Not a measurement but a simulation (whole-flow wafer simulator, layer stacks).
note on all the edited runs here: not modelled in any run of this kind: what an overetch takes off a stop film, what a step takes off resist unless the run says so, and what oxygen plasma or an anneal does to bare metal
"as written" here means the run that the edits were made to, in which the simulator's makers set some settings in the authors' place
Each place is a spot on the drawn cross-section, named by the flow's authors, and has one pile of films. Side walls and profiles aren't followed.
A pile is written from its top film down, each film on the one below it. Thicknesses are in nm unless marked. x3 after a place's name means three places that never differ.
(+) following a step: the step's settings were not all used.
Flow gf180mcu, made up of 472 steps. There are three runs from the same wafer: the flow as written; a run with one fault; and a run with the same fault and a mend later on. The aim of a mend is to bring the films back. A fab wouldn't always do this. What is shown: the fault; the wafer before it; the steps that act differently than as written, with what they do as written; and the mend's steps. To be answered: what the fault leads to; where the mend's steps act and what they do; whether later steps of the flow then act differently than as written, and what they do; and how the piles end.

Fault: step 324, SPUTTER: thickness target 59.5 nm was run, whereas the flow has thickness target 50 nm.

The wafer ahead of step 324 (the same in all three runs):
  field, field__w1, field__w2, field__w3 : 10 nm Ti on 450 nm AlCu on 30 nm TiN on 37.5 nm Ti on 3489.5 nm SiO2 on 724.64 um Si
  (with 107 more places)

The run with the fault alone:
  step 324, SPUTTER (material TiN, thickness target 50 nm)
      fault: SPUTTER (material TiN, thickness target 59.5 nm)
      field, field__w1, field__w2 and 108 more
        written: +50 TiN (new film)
        fault: +59.5 TiN (new film)
  Later steps of the flow acting differently than as written (6 other steps are not shown; they differ only slightly, by no more than 2% or 0.5 nm, whichever is larger):
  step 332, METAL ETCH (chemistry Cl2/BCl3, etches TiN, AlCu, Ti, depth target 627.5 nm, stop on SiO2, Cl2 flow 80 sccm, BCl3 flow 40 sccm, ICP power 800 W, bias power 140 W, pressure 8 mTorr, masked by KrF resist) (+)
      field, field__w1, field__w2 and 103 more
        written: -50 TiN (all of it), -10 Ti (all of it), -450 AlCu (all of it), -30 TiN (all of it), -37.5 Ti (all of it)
        fault: -59.5 TiN (all of it), -10 Ti (all of it), -450 AlCu (all of it), -30 TiN (all of it), -37.5 Ti (all of it)
  By the end, the piles at field__w8, contact, m1, m1__w1, m1_nw depart from the flow's by more than 2% or 0.5 nm, whichever is larger.
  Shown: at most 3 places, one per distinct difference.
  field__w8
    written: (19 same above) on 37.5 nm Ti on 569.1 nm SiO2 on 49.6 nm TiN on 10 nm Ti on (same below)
    fault: (19 same above) on 37.5 nm Ti on 559.6 nm SiO2 on 59.1 nm TiN on 10 nm Ti on (same below)
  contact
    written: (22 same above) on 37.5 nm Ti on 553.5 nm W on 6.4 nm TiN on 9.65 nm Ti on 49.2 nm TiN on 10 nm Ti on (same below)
    fault: (22 same above) on 37.5 nm Ti on 543.9 nm W on 6.44 nm TiN on 9.71 nm Ti on 58.7 nm TiN on 10 nm Ti on (same below)

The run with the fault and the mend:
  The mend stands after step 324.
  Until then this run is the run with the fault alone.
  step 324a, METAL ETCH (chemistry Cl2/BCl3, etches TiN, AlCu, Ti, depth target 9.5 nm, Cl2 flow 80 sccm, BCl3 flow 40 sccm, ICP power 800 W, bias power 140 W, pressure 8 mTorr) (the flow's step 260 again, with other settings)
      field, field__w1, field__w2 and 108 more
        -9.5 TiN
  Every later step of the flow that is run acts as written at every place that is followed.
  The piles end the same as the flow's at every place that both follow.
